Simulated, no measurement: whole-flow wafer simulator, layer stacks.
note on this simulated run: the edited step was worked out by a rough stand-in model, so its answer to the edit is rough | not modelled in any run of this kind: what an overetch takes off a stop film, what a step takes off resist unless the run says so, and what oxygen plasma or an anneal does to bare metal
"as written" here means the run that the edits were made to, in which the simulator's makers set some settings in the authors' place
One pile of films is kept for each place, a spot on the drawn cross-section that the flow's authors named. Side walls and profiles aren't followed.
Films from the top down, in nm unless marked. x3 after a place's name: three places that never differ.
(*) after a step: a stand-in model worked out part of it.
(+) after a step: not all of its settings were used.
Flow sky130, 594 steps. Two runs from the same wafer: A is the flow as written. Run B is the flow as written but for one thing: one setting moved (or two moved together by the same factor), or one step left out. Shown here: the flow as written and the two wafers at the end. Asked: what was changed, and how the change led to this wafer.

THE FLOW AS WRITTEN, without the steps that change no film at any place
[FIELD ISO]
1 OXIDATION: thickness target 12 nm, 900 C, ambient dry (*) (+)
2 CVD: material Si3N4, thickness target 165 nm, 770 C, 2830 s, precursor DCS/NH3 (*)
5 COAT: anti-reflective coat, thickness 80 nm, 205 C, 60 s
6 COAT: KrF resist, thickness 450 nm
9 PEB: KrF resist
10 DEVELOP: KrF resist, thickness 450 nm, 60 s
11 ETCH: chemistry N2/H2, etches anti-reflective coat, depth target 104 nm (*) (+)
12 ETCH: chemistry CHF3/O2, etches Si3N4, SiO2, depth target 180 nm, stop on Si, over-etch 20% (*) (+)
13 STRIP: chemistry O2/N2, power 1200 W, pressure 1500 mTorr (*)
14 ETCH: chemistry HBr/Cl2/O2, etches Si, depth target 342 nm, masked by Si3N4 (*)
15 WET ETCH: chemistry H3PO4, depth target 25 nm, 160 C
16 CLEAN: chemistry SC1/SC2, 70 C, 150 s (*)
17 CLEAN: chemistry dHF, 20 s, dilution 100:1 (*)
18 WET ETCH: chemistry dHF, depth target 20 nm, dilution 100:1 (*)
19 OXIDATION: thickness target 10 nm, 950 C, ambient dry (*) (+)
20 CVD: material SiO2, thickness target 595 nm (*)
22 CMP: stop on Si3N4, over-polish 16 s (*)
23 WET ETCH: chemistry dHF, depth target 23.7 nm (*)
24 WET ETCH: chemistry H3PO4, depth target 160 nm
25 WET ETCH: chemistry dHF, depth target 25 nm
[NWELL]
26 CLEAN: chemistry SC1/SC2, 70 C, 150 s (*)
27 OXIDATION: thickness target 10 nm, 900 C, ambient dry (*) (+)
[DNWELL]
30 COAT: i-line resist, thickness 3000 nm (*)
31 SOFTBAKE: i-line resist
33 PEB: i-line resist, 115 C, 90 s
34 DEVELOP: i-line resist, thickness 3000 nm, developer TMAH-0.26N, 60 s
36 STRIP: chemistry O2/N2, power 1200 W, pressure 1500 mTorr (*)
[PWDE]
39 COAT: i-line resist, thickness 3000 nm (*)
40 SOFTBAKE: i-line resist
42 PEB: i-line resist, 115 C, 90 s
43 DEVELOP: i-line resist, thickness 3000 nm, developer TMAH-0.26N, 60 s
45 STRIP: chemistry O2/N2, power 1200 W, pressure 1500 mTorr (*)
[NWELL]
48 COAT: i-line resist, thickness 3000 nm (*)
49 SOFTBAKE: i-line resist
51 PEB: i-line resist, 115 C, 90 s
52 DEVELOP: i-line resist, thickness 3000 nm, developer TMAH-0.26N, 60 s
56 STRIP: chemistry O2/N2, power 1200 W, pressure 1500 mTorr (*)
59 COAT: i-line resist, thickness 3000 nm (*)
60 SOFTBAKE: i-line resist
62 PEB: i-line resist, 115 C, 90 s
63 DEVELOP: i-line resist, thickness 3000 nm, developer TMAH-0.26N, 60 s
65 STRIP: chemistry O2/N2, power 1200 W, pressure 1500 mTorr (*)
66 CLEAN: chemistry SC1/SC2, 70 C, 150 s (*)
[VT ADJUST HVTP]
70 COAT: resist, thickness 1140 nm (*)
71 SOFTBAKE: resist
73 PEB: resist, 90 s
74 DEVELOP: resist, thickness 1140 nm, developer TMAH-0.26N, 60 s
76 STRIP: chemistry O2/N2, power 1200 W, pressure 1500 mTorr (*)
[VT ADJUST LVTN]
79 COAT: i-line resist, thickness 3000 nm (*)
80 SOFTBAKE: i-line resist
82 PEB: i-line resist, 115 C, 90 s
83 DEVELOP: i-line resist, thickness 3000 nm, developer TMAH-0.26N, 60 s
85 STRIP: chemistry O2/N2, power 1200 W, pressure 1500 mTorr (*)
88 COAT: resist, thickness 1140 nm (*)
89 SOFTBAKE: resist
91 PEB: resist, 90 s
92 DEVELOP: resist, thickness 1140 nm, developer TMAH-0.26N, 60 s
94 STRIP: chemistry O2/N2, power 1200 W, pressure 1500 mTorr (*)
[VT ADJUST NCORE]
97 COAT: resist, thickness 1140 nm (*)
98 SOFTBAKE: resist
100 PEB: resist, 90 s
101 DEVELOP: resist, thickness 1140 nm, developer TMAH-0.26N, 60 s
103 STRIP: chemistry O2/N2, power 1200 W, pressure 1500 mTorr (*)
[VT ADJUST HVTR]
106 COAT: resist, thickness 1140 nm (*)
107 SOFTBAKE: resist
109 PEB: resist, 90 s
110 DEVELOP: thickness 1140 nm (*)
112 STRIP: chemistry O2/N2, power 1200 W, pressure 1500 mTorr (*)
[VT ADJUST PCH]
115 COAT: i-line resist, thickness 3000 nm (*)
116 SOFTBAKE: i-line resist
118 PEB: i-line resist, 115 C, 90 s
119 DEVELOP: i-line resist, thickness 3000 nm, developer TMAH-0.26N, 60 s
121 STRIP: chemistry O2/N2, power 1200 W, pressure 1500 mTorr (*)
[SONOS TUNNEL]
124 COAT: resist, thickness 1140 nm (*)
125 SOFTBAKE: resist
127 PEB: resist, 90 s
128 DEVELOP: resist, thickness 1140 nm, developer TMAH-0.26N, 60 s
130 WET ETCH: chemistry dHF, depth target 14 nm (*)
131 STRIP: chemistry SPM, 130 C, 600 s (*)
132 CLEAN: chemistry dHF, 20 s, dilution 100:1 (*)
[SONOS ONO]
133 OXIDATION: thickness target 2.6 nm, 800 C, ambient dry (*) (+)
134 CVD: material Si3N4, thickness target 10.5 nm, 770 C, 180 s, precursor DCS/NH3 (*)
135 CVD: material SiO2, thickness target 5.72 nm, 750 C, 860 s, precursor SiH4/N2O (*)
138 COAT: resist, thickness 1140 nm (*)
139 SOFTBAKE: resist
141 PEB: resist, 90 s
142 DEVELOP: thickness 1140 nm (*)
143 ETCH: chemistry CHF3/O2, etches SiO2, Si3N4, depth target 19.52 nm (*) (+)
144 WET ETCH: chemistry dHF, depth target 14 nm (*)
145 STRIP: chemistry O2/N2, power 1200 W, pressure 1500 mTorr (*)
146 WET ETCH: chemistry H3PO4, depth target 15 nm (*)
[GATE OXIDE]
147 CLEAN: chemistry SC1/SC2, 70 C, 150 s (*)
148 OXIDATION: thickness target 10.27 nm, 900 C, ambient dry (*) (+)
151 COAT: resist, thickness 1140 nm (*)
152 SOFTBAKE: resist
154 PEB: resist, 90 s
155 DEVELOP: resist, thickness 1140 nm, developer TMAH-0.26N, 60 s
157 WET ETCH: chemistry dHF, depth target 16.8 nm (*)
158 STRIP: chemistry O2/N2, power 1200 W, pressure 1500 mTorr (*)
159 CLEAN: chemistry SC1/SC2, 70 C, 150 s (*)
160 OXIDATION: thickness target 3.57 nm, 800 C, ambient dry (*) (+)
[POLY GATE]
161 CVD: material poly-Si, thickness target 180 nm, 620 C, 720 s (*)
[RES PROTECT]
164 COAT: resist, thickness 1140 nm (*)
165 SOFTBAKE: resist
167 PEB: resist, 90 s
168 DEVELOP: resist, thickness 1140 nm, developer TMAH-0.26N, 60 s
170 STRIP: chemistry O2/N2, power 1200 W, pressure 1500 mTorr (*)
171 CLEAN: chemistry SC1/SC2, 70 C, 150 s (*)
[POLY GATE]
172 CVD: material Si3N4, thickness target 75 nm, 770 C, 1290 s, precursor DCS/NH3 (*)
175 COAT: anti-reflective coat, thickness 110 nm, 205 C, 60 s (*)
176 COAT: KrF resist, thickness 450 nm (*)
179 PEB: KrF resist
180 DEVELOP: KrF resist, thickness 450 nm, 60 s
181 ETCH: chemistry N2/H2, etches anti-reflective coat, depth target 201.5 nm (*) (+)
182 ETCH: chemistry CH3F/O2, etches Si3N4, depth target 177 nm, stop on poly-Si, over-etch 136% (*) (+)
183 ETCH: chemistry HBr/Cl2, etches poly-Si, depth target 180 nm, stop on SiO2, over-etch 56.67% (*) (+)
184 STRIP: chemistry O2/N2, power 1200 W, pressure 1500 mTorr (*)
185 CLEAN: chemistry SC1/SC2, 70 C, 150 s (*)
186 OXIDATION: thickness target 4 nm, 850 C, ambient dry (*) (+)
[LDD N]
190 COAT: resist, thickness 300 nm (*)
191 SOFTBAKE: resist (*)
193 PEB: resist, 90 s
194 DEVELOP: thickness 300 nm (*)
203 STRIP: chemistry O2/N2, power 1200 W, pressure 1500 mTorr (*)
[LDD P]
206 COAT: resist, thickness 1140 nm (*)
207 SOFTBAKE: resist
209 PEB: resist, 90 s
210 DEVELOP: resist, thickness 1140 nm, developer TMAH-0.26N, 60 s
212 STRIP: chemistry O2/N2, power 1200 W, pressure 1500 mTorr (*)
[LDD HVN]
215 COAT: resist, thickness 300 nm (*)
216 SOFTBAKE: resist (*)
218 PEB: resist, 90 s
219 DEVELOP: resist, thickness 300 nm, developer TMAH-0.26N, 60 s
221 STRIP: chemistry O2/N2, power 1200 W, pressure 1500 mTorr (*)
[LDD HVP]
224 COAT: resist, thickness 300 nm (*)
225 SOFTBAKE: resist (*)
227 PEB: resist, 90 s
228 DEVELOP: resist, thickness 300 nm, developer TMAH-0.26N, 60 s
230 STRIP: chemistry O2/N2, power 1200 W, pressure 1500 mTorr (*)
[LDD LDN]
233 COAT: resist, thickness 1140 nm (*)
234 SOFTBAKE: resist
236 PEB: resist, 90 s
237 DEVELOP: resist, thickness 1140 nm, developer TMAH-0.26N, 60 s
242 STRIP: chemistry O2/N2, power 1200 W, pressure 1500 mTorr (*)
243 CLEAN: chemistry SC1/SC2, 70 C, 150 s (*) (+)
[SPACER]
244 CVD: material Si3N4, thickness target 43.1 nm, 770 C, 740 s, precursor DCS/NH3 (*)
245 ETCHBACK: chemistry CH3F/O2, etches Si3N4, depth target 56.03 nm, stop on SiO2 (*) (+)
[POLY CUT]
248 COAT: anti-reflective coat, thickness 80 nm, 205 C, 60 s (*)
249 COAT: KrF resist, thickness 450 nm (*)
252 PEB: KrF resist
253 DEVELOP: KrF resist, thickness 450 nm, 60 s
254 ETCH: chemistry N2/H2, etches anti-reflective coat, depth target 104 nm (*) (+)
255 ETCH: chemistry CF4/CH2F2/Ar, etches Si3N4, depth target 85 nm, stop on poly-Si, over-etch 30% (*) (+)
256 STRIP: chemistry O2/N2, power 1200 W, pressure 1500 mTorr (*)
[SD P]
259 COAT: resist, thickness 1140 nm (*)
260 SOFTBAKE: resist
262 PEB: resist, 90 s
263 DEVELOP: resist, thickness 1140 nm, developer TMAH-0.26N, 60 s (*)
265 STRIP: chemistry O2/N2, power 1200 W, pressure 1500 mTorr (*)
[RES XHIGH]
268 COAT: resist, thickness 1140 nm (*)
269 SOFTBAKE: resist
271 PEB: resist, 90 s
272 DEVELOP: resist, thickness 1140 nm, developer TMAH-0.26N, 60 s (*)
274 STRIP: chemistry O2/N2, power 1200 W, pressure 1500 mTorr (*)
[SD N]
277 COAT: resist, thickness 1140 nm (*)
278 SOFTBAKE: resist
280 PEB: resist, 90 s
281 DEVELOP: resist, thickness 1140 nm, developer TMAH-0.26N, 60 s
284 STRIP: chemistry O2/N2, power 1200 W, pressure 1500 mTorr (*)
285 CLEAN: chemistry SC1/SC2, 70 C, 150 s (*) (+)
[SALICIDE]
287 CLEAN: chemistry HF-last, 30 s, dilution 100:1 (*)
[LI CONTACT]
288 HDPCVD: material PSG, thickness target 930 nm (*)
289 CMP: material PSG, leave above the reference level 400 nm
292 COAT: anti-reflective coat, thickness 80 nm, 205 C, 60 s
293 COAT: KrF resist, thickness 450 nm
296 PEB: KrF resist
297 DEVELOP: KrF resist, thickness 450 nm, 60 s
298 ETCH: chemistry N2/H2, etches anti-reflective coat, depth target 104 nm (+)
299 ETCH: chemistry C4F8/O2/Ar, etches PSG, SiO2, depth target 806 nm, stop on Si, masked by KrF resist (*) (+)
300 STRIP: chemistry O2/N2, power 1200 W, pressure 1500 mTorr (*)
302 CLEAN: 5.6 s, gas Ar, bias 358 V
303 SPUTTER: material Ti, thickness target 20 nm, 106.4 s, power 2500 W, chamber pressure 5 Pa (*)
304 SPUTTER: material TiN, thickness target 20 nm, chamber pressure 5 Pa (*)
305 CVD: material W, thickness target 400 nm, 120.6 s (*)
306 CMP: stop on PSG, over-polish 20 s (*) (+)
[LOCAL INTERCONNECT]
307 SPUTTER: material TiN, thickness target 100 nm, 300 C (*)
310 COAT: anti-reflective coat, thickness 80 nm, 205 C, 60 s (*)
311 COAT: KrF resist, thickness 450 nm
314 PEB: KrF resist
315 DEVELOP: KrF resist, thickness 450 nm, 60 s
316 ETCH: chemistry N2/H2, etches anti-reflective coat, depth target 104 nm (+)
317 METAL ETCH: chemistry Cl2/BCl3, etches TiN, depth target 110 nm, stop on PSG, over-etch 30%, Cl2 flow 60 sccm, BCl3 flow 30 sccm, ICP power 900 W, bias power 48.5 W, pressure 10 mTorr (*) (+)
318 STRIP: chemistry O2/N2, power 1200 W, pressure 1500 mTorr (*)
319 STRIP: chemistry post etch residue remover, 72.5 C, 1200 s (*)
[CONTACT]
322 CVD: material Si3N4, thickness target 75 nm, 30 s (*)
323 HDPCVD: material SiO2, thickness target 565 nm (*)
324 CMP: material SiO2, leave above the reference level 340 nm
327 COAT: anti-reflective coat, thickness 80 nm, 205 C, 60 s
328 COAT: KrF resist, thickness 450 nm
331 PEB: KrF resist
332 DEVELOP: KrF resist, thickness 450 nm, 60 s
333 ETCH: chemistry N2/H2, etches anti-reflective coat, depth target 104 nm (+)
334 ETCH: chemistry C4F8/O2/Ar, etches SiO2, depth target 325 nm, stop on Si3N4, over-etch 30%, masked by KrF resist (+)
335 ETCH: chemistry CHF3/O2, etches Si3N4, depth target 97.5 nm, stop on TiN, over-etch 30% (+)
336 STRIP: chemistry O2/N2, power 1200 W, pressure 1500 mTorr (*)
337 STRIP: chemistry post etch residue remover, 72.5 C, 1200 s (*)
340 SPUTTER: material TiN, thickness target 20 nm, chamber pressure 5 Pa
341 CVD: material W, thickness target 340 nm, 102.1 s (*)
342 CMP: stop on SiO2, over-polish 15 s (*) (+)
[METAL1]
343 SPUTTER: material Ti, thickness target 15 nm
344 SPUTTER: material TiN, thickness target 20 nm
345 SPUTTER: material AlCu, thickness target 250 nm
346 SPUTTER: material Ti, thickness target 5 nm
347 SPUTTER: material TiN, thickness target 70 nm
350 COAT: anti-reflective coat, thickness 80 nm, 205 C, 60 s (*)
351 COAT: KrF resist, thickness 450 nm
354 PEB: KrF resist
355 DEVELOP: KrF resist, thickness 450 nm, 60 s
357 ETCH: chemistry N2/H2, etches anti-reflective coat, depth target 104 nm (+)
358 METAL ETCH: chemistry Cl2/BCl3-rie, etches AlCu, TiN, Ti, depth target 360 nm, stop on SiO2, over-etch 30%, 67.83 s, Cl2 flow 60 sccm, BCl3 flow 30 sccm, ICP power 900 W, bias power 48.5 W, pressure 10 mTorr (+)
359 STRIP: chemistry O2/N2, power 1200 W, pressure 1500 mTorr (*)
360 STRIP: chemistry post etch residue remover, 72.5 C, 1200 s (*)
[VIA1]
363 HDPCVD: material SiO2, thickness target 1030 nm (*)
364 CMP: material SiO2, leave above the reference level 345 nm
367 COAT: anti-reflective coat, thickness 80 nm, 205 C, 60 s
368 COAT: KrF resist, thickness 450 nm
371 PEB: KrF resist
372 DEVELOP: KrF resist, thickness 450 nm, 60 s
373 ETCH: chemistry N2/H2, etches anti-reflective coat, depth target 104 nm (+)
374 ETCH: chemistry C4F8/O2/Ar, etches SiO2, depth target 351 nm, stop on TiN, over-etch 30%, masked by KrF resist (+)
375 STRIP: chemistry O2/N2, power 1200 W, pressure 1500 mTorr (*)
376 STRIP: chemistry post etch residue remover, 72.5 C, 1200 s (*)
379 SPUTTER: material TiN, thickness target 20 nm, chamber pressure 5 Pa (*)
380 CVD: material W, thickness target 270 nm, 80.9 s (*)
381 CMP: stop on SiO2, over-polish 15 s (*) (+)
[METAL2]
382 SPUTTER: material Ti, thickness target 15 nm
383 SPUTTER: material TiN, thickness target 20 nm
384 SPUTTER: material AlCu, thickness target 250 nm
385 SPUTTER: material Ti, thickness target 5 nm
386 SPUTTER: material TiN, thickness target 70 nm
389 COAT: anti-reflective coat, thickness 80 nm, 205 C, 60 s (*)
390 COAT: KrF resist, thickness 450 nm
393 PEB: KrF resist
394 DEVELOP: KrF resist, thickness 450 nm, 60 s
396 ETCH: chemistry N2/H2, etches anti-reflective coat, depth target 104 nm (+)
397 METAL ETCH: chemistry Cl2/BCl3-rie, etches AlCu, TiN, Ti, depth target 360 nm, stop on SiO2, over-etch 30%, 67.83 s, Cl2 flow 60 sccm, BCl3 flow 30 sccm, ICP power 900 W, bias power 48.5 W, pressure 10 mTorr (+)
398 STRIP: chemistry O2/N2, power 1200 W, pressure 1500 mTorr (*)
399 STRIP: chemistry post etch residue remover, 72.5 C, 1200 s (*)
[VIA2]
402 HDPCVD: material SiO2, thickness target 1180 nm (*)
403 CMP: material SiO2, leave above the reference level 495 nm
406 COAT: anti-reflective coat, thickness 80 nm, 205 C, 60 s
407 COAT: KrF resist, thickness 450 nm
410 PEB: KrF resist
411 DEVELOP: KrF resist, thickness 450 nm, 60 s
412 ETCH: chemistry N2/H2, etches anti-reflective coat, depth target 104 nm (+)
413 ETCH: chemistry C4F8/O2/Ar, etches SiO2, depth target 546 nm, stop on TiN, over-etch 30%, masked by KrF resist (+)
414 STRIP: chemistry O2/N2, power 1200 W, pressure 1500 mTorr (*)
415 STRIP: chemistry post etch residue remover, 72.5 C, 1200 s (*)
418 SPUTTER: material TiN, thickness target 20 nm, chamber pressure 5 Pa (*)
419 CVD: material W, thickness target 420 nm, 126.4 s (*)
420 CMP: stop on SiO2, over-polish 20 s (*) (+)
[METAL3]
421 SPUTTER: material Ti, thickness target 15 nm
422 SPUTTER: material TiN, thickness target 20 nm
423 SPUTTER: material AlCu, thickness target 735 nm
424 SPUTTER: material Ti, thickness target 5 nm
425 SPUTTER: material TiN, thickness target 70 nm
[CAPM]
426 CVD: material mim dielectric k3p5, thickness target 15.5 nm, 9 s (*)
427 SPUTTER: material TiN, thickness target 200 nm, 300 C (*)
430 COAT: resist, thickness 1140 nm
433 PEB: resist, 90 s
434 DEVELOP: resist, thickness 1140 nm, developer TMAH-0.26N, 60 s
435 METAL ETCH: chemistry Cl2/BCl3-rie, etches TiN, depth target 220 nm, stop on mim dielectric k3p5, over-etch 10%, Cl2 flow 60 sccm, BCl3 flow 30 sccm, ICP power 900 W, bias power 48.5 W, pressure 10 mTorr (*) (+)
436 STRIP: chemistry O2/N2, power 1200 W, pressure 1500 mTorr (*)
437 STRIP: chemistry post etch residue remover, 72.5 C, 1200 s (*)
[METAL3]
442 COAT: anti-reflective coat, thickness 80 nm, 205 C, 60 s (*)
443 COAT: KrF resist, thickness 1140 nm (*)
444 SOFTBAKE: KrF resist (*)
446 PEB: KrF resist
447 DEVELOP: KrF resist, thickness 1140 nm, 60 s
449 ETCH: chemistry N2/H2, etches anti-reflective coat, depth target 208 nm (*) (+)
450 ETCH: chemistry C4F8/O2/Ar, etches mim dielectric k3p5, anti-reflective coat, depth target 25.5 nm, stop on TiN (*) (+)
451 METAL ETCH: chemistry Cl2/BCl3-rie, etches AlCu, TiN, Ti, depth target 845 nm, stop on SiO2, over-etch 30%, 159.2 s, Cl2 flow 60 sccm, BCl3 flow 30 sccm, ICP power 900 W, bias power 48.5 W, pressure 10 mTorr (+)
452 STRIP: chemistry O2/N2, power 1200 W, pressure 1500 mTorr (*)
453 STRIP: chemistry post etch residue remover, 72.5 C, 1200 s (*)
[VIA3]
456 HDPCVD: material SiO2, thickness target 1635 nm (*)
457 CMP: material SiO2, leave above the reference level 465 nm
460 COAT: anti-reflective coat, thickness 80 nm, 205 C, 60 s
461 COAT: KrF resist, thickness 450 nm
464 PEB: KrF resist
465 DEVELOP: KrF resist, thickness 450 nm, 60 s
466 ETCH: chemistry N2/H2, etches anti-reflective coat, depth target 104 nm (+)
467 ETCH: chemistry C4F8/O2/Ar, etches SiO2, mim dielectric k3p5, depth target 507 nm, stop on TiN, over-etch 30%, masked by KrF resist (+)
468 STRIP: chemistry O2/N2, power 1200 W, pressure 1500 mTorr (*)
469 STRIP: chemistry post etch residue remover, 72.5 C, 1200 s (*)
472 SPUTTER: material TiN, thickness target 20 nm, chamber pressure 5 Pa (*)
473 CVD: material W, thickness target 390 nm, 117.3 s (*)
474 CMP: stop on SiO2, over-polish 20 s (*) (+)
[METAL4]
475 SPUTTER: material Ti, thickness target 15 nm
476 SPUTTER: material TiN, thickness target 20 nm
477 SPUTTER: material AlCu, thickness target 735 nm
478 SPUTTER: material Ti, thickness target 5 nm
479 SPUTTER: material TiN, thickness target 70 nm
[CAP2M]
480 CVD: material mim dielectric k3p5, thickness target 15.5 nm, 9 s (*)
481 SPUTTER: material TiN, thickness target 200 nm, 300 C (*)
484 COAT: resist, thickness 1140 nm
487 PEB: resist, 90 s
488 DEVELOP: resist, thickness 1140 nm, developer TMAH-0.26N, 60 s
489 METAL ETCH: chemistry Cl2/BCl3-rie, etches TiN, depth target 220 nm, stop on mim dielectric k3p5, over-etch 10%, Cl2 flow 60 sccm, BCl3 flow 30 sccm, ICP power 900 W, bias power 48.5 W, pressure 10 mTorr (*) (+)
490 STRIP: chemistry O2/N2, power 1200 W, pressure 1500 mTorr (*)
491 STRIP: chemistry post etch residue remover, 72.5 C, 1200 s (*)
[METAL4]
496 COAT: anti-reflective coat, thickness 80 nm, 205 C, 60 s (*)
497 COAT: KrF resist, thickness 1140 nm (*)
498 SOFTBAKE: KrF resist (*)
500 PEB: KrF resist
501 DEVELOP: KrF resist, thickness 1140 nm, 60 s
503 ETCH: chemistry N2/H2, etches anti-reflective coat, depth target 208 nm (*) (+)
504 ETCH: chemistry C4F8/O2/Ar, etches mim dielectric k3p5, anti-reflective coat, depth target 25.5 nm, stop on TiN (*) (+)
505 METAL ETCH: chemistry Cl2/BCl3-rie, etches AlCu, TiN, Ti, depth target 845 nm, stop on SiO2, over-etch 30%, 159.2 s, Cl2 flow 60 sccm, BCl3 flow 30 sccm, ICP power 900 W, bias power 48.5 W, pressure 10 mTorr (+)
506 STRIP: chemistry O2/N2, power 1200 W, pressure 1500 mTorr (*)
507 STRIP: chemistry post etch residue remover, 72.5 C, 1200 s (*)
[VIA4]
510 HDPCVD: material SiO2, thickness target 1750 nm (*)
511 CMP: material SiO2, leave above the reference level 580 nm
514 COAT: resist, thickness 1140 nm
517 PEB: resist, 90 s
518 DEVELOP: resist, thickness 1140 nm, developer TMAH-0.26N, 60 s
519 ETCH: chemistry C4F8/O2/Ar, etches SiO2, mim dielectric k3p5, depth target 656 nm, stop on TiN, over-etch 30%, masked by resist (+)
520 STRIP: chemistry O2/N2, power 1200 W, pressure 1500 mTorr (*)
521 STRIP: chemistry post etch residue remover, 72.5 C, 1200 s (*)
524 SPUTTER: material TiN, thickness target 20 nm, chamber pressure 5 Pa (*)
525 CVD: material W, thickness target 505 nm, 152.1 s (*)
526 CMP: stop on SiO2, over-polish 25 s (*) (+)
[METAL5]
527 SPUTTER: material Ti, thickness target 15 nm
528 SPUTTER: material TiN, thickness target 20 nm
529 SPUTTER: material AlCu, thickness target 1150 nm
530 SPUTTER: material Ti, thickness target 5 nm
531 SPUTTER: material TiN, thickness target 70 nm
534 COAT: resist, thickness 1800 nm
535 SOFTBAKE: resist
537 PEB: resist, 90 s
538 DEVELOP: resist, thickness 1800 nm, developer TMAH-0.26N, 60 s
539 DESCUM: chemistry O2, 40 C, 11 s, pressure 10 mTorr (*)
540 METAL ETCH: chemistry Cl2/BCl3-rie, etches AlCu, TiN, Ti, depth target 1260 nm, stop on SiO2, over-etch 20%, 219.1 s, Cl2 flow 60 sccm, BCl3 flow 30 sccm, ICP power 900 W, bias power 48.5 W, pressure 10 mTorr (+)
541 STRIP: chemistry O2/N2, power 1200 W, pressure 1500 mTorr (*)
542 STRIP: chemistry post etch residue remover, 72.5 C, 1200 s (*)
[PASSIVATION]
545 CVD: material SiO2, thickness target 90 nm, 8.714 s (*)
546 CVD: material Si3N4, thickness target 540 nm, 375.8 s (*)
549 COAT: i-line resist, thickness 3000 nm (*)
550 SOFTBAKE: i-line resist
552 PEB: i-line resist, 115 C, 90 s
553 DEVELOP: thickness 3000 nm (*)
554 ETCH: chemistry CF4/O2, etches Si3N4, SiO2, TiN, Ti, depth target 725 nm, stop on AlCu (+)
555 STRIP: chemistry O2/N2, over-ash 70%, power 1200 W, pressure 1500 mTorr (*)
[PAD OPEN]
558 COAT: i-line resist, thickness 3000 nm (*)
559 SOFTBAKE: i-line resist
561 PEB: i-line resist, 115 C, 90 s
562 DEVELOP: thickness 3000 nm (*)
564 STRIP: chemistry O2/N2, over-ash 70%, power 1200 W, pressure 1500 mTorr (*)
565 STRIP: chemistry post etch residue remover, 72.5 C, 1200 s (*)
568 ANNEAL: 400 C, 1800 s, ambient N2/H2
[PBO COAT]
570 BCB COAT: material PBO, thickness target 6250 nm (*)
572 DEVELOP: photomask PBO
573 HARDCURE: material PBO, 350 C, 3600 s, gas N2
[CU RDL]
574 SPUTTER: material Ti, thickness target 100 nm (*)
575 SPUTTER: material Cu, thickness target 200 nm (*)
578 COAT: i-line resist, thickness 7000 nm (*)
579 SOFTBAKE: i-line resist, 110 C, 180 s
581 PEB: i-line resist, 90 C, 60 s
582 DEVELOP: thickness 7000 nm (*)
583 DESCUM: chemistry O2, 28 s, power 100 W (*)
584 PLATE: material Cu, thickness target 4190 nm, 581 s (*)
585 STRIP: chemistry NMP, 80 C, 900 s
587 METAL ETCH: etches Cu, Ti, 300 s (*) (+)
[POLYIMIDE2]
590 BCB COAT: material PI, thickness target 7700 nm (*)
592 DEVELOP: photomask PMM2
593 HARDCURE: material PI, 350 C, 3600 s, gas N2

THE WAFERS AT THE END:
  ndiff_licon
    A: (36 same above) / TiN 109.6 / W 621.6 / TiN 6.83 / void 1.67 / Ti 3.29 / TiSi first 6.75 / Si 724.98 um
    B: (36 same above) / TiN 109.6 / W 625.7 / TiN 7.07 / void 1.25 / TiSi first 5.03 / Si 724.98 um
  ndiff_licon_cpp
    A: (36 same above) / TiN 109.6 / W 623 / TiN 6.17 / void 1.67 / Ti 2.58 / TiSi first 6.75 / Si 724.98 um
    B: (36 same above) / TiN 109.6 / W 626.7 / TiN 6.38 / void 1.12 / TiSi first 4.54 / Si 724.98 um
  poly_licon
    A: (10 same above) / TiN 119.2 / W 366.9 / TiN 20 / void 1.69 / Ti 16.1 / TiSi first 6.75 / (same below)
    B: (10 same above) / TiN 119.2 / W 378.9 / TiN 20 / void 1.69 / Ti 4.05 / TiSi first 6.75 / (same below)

The cause: step 303, SPUTTER: thickness target 8 nm was run, where the flow has thickness target 20 nm.

How the change led to this, step by step:
  303 SPUTTER: material Ti, thickness target 20 nm, 106.4 s, power 2500 W, chamber pressure 5 Pa (*)
      field, active, n_well and 185 more: A Ti +20 (new film) | B Ti +8 (new film)
      ndiff_licon: A Ti +7.24 (new film) | B Ti +2.94 (new film)
      (and at 2 more places)
  306 CMP: stop on PSG, over-polish 20 s (*) (+)
      field, active, n_well and 184 more: A W -400 (all of it), TiN -20 (all of it), Ti -20 (all of it), PSG -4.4 | B W -400 (all of it), TiN -20 (all of it), Ti -8 (all of it), PSG -4.4
      ndiff_licon, ndiff_licon_cpp, rpo_hd_licon: A W -444.9 | B W -432.9
      (and at 1 more place)
  568 ANNEAL: 400 C, 1800 s, ambient N2/H2
      ndiff_licon: A under 37 films: void +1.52 (new film), Ti -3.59, TiSi first +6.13 (new film), Si -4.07 | B under 37 films: void +1.25 (new film), TiSi first +5.03 (new film), Ti -2.94 (all of it), Si -3.34
      ndiff_licon_cpp: A under 37 films: void +1.52 (new film), Ti -3.59, TiSi first +6.13 (new film), Si -4.07 | B under 37 films: void +1.12 (new film), TiSi first +4.54 (new film), Ti -2.65 (all of it), Si -3.01
Counting metal films that touch as one body, ndiff_licon has 5 bodies (between them, from the top down: SiO2 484 / mim dielectric k3p5 15.5; SiO2 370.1 / mim dielectric k3p5 15.5; SiO2 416; SiO2 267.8); the flow as written gives 6 bodies (between them, from the top down: SiO2 484 / mim dielectric k3p5 15.5; SiO2 370.1 / mim dielectric k3p5 15.5; SiO2 416; SiO2 267.8; void 1.67).
Counting metal films that touch as one body, ndiff_licon_cpp has 5 bodies (between them, from the top down: SiO2 484 / mim dielectric k3p5 15.5; SiO2 370.1 / mim dielectric k3p5 15.5; SiO2 416; SiO2 267.8); the flow as written gives 6 bodies (between them, from the top down: SiO2 484 / mim dielectric k3p5 15.5; SiO2 370.1 / mim dielectric k3p5 15.5; SiO2 416; SiO2 267.8; void 1.67).
